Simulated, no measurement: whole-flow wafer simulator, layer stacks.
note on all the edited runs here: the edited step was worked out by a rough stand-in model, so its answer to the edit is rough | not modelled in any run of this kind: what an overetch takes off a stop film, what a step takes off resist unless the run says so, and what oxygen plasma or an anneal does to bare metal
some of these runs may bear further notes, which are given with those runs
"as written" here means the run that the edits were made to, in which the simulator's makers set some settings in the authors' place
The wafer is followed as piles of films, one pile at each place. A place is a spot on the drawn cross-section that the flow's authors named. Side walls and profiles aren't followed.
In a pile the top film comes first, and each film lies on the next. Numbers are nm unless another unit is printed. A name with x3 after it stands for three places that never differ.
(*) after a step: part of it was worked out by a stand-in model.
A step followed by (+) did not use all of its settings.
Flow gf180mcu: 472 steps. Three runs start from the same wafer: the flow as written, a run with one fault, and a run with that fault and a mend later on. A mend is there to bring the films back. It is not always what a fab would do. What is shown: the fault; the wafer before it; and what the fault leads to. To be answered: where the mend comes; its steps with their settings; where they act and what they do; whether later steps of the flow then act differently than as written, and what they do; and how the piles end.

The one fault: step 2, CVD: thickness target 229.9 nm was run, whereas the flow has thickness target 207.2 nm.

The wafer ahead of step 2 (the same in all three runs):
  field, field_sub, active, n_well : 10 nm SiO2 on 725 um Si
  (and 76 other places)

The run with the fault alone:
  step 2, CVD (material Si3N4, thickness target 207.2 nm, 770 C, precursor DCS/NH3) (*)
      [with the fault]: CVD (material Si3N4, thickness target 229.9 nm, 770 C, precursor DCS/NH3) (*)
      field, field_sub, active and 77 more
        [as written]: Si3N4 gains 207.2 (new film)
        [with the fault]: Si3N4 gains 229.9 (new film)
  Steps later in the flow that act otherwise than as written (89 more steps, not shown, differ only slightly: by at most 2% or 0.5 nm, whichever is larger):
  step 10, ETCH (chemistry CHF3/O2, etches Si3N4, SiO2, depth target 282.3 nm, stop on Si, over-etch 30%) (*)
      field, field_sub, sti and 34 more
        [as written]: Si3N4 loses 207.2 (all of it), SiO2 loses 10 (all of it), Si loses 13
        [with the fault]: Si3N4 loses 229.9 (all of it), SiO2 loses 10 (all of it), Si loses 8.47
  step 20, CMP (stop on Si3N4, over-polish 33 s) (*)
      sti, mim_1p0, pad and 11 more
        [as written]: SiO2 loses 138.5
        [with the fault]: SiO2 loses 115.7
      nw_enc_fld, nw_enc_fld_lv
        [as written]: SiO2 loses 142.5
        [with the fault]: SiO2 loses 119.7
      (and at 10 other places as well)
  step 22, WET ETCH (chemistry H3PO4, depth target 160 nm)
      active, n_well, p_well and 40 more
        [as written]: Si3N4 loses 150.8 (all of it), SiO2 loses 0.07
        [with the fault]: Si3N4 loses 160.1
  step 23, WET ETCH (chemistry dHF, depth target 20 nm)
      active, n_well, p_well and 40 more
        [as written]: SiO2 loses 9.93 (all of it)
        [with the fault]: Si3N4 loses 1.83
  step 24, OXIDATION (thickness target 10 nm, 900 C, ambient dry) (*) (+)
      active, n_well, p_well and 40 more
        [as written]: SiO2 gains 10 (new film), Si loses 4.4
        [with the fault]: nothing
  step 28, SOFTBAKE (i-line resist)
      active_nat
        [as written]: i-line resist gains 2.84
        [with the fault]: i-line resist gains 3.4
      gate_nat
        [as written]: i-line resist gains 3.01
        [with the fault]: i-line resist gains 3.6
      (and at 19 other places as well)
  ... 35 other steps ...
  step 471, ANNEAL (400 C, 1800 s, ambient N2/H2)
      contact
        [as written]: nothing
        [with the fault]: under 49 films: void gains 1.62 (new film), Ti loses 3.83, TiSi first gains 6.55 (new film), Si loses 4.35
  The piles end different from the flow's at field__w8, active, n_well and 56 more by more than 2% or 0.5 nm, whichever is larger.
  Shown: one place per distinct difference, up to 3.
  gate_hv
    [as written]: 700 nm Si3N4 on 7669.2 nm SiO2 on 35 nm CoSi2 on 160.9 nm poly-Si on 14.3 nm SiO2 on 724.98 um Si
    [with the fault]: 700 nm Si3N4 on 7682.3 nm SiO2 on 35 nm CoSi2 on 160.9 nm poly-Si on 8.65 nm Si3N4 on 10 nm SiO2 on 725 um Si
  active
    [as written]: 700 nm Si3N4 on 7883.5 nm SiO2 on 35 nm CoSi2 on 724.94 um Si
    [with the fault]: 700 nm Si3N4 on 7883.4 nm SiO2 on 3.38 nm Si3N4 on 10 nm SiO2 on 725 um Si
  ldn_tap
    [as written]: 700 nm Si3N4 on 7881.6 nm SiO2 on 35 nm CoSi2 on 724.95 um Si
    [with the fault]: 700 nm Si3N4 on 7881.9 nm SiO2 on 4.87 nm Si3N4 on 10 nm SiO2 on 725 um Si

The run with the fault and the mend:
  The mend follows step 9.
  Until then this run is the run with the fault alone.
  step 9a, STRIP (chemistry O2/N2, power 2160 W, pressure 1700 mTorr) (*)
      active, n_well, p_well and 40 more
        KrF resist loses 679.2 (all of it)
  step 9b, WET ETCH (chemistry H3PO4, depth target 22.79 nm, 160 C)
      field, field_sub, active and 77 more
        Si3N4 loses 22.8
  step 9c, HMDS (120 C, 60 s) (the flow's step 4, run once more)
      alters no film at any place that is followed
  step 9d, COAT (KrF resist, thickness 700 nm) (the flow's step 5, run once more)
      field, field_sub, active and 77 more
        KrF resist gains 700 (new film)
  step 9e, SOFTBAKE (KrF resist) (the flow's step 6, run once more)
      alters no film at any place that is followed
  step 9f, EXPOSE (photomask COMP) (the flow's step 7, run once more)
      alters no film at any place that is followed
  step 9g, PEB (KrF resist, 135 C, 90 s) (the flow's step 8, run once more)
      field, field_sub, active and 77 more
        KrF resist loses 5.85
  step 9h, DEVELOP (thickness 700 nm, 60 s) (the flow's step 9, run once more)
      active, n_well, p_well and 40 more
        KrF resist loses 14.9
      field, field_sub, sti and 34 more
        KrF resist loses 694.2 (all of it)
  Every later step of the flow that is run acts as written, at every place that is followed, to within 2% or 0.5 nm, whichever is larger.
  The piles end the same as the flow's at every place that both follow.
